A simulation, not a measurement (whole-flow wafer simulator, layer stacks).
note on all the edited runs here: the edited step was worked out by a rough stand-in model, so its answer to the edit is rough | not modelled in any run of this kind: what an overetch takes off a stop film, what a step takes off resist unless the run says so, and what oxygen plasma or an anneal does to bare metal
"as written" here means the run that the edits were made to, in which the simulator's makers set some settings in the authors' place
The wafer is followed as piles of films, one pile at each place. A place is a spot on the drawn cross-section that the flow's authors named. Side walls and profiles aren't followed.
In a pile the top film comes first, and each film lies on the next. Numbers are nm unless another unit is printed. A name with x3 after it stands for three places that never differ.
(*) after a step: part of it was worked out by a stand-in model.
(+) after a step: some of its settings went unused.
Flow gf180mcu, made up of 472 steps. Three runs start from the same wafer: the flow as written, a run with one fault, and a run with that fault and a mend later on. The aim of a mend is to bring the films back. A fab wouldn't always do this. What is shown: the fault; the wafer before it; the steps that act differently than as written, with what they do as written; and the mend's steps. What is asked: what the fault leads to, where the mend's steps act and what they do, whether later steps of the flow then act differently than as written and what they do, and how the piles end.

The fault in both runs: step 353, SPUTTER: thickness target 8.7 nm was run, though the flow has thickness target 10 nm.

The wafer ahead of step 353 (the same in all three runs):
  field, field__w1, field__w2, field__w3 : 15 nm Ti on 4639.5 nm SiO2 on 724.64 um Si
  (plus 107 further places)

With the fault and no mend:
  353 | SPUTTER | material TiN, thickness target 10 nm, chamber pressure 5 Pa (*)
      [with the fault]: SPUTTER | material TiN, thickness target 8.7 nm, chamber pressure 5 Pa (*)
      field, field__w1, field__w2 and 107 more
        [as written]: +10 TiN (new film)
        [with the fault]: +8.7 TiN (new film)
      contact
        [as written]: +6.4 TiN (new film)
        [with the fault]: +5.57 TiN (new film)
  Steps further on in the flow that do not act as written (1 more step, not shown, differs only slightly: by at most 2% or 0.5 nm, whichever is larger):
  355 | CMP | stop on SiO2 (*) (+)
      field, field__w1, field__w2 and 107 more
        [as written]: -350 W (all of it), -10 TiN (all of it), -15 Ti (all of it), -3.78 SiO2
        [with the fault]: -350 W (all of it), -8.7 TiN (all of it), -15 Ti (all of it), -3.77 SiO2
  The piles end different from the flow's at contact by more than 2% or 0.5 nm, whichever is larger.
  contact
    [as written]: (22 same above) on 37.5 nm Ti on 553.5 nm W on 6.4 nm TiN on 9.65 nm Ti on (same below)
    [with the fault]: (22 same above) on 37.5 nm Ti on 554.3 nm W on 5.57 nm TiN on 9.65 nm Ti on (same below)

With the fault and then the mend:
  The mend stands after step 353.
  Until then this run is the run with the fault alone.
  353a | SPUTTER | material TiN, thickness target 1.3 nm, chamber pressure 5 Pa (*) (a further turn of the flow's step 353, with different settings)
      field, field__w1, field__w2 and 107 more
        +1.3 TiN
      contact
        +0.83 TiN
  None of the later steps of the flow acts differently than as written at any place that is followed.
  The piles end the same as the flow's at every place that both follow.
